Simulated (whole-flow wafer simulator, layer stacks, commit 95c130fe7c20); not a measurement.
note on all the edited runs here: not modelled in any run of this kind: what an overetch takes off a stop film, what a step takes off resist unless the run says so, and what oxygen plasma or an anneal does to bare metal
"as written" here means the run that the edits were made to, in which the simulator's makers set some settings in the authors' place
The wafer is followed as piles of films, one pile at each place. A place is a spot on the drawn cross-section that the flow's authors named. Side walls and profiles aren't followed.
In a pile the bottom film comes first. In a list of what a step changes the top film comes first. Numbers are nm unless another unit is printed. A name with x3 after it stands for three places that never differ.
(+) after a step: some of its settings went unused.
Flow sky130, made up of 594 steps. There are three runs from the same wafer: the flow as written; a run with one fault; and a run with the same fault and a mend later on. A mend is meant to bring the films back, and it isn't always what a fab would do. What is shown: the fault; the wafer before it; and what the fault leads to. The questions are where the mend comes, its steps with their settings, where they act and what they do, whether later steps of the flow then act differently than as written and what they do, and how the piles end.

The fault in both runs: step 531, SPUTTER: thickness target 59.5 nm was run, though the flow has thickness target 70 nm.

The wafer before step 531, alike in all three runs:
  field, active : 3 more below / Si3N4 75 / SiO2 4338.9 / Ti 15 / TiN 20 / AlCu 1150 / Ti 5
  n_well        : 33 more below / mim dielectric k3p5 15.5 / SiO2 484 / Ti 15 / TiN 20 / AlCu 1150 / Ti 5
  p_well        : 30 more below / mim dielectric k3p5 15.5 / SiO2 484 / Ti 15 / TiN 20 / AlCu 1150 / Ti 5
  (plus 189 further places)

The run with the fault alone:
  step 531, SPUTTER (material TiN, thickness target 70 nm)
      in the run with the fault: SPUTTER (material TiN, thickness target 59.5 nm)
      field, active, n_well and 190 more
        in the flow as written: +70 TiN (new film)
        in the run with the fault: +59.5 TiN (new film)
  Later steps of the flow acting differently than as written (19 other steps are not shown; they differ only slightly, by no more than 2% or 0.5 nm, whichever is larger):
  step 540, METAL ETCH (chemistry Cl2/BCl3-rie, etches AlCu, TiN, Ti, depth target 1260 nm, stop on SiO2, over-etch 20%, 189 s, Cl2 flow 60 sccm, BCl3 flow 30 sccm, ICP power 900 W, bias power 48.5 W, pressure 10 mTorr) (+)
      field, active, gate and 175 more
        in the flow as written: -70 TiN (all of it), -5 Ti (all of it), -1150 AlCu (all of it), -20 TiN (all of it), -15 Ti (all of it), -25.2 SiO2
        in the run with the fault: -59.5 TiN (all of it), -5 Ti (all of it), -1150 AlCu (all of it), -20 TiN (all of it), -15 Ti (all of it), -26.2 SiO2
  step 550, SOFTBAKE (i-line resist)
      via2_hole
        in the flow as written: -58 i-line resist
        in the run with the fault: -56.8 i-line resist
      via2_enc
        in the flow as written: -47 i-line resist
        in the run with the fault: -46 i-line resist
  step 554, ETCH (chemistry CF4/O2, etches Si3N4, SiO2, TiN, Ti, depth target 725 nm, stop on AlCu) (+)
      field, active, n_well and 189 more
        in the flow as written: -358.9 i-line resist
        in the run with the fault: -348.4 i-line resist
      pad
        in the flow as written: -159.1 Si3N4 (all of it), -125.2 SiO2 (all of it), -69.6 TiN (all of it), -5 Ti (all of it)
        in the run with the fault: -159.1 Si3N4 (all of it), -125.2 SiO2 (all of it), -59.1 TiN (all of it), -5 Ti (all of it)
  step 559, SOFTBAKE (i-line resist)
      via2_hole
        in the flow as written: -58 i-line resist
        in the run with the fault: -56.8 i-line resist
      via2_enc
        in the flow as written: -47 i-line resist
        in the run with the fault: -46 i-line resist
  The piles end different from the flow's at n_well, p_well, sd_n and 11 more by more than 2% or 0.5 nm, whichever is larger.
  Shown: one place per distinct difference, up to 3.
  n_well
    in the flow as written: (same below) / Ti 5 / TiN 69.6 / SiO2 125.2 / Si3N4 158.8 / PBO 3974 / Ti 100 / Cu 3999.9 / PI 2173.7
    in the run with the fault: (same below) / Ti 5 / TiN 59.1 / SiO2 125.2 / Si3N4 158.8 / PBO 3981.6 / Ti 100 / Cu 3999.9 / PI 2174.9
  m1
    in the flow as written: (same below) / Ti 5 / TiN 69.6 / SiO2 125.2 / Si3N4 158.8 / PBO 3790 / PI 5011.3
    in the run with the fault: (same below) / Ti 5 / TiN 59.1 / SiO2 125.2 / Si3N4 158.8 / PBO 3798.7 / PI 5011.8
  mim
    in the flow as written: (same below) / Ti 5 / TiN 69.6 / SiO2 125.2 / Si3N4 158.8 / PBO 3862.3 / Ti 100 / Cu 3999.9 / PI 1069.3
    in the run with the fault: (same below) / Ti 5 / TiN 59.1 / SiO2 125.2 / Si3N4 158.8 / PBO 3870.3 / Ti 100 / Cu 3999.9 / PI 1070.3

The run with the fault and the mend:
  After step 531 comes the mend.
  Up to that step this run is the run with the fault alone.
  step 531a, SPUTTER (material TiN, thickness target 10.5 nm) (the flow's step 531, run once more with other settings)
      field, active, n_well and 190 more
        +10.5 TiN
  Every later step of the flow that is run acts as written at every place that is followed.
  By the end, the piles equal the flow's at every place that both follow.
